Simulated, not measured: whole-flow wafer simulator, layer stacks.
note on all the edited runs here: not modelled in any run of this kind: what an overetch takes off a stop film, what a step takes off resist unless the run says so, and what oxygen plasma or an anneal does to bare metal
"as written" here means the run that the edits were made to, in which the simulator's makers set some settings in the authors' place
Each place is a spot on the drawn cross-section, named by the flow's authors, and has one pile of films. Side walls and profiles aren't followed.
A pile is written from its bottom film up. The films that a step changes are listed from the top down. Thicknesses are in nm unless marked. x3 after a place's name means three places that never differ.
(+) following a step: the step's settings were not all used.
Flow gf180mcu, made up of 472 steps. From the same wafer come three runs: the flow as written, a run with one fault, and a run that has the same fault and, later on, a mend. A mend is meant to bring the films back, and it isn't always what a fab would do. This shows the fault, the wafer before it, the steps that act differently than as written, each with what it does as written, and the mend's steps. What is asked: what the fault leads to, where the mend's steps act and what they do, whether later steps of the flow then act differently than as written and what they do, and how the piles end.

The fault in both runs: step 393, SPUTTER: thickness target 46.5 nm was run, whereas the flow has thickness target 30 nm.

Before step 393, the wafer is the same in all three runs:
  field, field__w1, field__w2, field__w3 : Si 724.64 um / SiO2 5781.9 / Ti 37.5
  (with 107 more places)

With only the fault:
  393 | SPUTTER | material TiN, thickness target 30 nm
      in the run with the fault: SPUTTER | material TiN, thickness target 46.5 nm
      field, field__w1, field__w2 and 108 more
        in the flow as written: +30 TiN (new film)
        in the run with the fault: +46.5 TiN (new film)
  Steps further on in the flow that do not act as written (1 other step is not shown; it differs only slightly, by no more than 2% or 0.5 nm, whichever is larger):
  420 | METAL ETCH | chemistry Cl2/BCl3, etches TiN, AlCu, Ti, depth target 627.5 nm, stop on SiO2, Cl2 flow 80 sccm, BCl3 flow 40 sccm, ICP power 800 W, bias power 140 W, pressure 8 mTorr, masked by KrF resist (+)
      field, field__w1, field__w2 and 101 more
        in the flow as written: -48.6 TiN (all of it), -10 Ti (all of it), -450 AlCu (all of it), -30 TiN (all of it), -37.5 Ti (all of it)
        in the run with the fault: -48.6 TiN (all of it), -10 Ti (all of it), -450 AlCu (all of it), -46.5 TiN (all of it), -37.5 Ti (all of it)
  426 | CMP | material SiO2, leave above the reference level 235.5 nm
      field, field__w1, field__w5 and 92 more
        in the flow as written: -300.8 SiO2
        in the run with the fault: -284.3 SiO2
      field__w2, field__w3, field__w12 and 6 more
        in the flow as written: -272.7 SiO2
        in the run with the fault: -255.4 SiO2
  The piles end different from the flow's at field__w4, field__w8, contact, m1, m1__w1, mim, mim_1p0, m1_nw by more than 2% or 0.5 nm, whichever is larger.
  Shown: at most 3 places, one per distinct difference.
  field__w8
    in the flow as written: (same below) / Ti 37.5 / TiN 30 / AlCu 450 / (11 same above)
    in the run with the fault: (same below) / Ti 37.5 / TiN 46.5 / AlCu 450 / (11 same above)
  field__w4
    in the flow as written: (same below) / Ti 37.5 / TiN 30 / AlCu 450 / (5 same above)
    in the run with the fault: (same below) / Ti 37.5 / TiN 46.5 / AlCu 450 / (5 same above)
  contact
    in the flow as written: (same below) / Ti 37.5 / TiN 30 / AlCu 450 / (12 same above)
    in the run with the fault: (same below) / Ti 37.5 / TiN 46.5 / AlCu 450 / (12 same above)

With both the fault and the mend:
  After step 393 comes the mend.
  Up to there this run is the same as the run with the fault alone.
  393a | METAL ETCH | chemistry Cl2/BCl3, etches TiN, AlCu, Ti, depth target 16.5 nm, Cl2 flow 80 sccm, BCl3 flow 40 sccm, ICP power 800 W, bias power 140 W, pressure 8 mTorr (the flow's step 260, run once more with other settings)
      field, field__w1, field__w2 and 108 more
        -16.5 TiN
  None of the later steps of the flow acts differently than as written at any place that is followed.
  At every place that both follow, the piles at the end match the flow's.
